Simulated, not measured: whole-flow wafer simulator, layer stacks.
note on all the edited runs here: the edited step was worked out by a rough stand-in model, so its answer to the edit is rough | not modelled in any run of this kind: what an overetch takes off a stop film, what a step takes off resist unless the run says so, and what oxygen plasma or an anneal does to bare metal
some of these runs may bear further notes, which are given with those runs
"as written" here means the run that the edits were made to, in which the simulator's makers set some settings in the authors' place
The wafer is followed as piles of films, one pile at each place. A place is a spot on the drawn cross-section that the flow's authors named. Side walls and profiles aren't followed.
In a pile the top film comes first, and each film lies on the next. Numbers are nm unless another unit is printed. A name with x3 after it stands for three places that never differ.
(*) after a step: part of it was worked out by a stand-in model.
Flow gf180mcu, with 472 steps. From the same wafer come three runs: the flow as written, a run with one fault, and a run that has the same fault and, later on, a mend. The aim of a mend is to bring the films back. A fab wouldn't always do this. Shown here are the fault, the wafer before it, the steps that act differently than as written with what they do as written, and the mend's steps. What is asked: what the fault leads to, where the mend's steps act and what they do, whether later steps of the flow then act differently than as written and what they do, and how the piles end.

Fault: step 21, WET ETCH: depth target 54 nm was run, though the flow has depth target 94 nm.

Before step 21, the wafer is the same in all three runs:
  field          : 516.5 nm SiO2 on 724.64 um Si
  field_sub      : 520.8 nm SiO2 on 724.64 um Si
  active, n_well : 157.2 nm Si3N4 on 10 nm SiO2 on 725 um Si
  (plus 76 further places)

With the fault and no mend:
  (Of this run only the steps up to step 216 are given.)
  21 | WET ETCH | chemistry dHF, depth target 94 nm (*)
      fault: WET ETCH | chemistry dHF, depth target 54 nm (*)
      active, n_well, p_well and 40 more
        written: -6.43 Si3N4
        fault: -3.73 Si3N4
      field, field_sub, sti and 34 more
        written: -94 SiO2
        fault: -54 SiO2
  Steps later in the flow that act otherwise than as written (30 other steps are not shown; they differ only slightly, by no more than 2% or 0.5 nm, whichever is larger):
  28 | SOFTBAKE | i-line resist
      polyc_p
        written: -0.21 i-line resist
        fault: +0.31 i-line resist
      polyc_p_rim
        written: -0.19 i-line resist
        fault: +0.36 i-line resist
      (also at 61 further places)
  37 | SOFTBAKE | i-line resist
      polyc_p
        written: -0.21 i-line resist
        fault: +0.31 i-line resist
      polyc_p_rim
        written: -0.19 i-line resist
        fault: +0.36 i-line resist
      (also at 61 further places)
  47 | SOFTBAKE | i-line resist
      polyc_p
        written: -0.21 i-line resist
        fault: +0.31 i-line resist
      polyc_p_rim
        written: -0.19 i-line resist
        fault: +0.36 i-line resist
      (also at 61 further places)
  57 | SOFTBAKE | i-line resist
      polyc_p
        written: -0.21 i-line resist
        fault: +0.31 i-line resist
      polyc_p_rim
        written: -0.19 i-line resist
        fault: +0.36 i-line resist
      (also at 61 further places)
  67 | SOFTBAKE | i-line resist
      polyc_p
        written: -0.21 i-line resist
        fault: +0.31 i-line resist
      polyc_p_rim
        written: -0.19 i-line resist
        fault: +0.36 i-line resist
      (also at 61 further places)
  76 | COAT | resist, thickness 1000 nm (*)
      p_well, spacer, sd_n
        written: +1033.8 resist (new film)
        fault: +1072.8 resist (new film)
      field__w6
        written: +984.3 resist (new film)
        fault: +961.6 resist (new film)
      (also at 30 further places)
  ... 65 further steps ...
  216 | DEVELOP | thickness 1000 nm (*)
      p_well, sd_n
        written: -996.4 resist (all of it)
        fault: -1033.4 resist (all of it)
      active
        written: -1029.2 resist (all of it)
        fault: -1058.2 resist (all of it)
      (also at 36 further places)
  Once step 216 is done, the piles at field, field__w1, field__w2 and 73 more depart from the flow's by more than 2% or 0.5 nm, whichever is larger.
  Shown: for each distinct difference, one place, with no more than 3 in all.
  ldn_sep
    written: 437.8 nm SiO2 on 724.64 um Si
    fault: 477.6 nm SiO2 on 724.64 um Si
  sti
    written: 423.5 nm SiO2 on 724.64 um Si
    fault: 463.3 nm SiO2 on 724.64 um Si
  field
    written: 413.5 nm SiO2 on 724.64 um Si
    fault: 453.3 nm SiO2 on 724.64 um Si

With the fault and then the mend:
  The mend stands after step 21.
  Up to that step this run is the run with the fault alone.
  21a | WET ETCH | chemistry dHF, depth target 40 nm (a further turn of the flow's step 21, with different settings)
      field, field_sub, sti and 34 more
        -40 SiO2
  Every later step of the flow that is run acts as written, at every place that is followed, to within 2% or 0.5 nm, whichever is larger.
  The piles end the same as the flow's at every place that both follow.
